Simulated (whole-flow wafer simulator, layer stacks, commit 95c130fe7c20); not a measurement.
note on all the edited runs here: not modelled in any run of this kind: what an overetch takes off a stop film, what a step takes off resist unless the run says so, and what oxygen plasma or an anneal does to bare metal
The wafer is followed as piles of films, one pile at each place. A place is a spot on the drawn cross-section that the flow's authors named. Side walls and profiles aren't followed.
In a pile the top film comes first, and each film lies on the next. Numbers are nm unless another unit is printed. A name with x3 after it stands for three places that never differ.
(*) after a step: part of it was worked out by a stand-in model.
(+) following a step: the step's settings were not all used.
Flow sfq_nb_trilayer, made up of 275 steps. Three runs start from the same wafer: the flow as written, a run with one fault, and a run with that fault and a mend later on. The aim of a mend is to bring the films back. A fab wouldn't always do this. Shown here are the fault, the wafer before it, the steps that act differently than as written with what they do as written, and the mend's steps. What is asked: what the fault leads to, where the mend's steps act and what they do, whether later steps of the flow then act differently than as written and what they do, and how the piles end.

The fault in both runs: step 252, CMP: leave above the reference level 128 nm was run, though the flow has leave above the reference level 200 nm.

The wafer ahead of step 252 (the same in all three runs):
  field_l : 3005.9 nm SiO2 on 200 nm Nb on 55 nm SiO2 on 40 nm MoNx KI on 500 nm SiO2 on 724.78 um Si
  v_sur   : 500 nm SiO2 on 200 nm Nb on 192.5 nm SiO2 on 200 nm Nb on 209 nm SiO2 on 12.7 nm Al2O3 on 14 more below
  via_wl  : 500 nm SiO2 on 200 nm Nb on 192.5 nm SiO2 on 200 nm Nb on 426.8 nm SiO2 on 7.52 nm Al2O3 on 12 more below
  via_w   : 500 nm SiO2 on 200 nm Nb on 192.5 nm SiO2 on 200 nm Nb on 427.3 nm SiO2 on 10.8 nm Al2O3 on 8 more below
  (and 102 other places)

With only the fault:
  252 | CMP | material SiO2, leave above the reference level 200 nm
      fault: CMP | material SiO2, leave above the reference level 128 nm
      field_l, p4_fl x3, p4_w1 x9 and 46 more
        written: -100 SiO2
        fault: -172 SiO2
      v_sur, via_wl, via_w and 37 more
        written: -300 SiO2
        fault: -372 SiO2
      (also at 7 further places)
  Steps later in the flow that act otherwise than as written (2 other steps are not shown; they differ only slightly, by no more than 2% or 0.5 nm, whichever is larger):
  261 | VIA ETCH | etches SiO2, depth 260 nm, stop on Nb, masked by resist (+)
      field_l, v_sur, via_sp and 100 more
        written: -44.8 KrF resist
        fault: -33.1 KrF resist
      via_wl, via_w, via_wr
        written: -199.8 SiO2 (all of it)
        fault: -127.8 SiO2 (all of it)
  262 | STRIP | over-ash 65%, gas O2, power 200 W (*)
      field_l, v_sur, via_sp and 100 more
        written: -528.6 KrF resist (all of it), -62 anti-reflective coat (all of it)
        fault: -540.4 KrF resist (all of it), -62 anti-reflective coat (all of it)
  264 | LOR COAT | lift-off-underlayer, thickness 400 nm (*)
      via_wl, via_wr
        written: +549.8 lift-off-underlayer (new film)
        fault: +495.9 lift-off-underlayer (new film)
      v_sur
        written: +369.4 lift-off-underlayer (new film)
        fault: +380.4 lift-off-underlayer (new film)
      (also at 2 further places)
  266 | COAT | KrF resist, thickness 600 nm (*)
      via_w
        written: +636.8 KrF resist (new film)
        fault: +623.5 KrF resist (new film)
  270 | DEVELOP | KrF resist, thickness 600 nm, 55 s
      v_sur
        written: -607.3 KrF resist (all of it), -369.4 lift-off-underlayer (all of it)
        fault: -604.2 KrF resist (all of it), -380.4 lift-off-underlayer (all of it)
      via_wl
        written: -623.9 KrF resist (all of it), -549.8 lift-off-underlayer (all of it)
        fault: -614.8 KrF resist (all of it), -495.9 lift-off-underlayer (all of it)
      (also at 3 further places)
  The piles end different from the flow's at field_l, v_sur, via_sp and 100 more by more than 2% or 0.5 nm, whichever is larger.
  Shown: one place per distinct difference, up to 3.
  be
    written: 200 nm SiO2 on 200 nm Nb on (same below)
    fault: 128 nm SiO2 on 200 nm Nb on (same below)
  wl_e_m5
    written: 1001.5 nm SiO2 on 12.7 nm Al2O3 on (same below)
    fault: 929.5 nm SiO2 on 12.7 nm Al2O3 on (same below)
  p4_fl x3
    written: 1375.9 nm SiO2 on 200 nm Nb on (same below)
    fault: 1303.9 nm SiO2 on 200 nm Nb on (same below)

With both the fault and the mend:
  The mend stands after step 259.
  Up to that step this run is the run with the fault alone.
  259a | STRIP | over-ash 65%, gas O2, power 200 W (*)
      field_l, v_sur, via_sp and 100 more
        -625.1 KrF resist (all of it), -62 anti-reflective coat (all of it)
      via_wl, via_w, via_wr
        -62 anti-reflective coat (all of it)
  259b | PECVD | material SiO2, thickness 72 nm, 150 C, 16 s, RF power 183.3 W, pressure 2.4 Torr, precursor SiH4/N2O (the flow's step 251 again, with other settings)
      field_l, v_sur, via_wl and 103 more
        +72 SiO2
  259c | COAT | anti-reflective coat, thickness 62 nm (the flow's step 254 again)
      field_l, v_sur, via_wl and 103 more
        +62 anti-reflective coat (new film)
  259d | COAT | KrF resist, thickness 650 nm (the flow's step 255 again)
      field_l, v_sur, via_wl and 103 more
        +650 KrF resist (new film)
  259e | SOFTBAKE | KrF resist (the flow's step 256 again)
      alters no film at any place that is followed
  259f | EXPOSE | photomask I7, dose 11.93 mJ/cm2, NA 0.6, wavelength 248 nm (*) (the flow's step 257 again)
      alters no film at any place that is followed
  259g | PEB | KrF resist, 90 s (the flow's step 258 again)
      field_l, v_sur, via_wl and 103 more
        -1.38 KrF resist
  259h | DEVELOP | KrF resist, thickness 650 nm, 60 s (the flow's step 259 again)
      field_l, v_sur, via_sp and 100 more
        -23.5 KrF resist
      via_wl, via_w, via_wr
        -648.6 KrF resist (all of it)
  None of the later steps of the flow acts differently than as written at any place that is followed.
  The piles end the same as the flow's at every place that both follow.
